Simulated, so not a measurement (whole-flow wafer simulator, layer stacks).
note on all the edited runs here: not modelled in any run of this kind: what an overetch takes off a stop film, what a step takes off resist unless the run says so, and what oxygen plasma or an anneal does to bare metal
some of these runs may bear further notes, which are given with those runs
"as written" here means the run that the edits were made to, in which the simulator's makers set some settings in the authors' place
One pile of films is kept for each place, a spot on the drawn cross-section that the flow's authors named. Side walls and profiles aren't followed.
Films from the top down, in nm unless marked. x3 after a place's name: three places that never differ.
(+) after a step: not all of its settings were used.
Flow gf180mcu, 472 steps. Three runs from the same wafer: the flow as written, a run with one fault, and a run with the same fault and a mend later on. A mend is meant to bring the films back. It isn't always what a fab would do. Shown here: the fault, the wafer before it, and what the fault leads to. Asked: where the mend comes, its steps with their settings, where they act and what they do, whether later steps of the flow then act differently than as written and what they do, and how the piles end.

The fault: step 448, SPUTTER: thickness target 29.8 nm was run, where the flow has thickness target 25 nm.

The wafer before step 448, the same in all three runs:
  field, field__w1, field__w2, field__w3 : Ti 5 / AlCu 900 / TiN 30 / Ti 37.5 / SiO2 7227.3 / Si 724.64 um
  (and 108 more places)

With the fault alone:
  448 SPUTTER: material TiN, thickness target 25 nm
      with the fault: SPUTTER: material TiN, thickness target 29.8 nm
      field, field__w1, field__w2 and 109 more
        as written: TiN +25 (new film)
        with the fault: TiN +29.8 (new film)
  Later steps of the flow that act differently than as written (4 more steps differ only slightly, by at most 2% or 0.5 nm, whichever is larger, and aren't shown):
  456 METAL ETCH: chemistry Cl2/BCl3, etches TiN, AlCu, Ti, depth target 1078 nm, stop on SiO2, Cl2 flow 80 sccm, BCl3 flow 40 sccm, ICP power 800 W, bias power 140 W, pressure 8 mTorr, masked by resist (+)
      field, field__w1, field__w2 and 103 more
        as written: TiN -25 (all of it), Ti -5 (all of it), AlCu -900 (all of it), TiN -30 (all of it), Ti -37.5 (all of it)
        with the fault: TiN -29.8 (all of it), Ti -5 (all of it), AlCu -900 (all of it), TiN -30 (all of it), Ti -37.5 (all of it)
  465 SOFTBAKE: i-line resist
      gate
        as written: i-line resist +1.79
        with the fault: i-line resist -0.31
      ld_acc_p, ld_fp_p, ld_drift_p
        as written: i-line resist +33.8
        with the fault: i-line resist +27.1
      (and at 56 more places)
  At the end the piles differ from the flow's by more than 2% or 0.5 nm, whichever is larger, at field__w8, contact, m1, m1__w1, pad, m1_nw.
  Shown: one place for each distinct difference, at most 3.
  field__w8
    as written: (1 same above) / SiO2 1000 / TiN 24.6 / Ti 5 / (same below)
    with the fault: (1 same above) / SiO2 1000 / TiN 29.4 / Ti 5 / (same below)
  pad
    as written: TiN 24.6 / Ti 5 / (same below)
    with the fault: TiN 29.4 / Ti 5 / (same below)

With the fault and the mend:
  The mend comes after step 448.
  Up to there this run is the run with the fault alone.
  448a METAL ETCH: chemistry Cl2/BCl3, etches TiN, AlCu, Ti, depth target 4.8 nm, Cl2 flow 80 sccm, BCl3 flow 40 sccm, ICP power 800 W, bias power 140 W, pressure 8 mTorr (the flow's step 260 once more, with other settings)
      field, field__w1, field__w2 and 109 more
        TiN -4.8
  No later step of the flow acts differently than as written at any place that is followed.
  At the end the piles are the same as the flow's at every place that both follow.
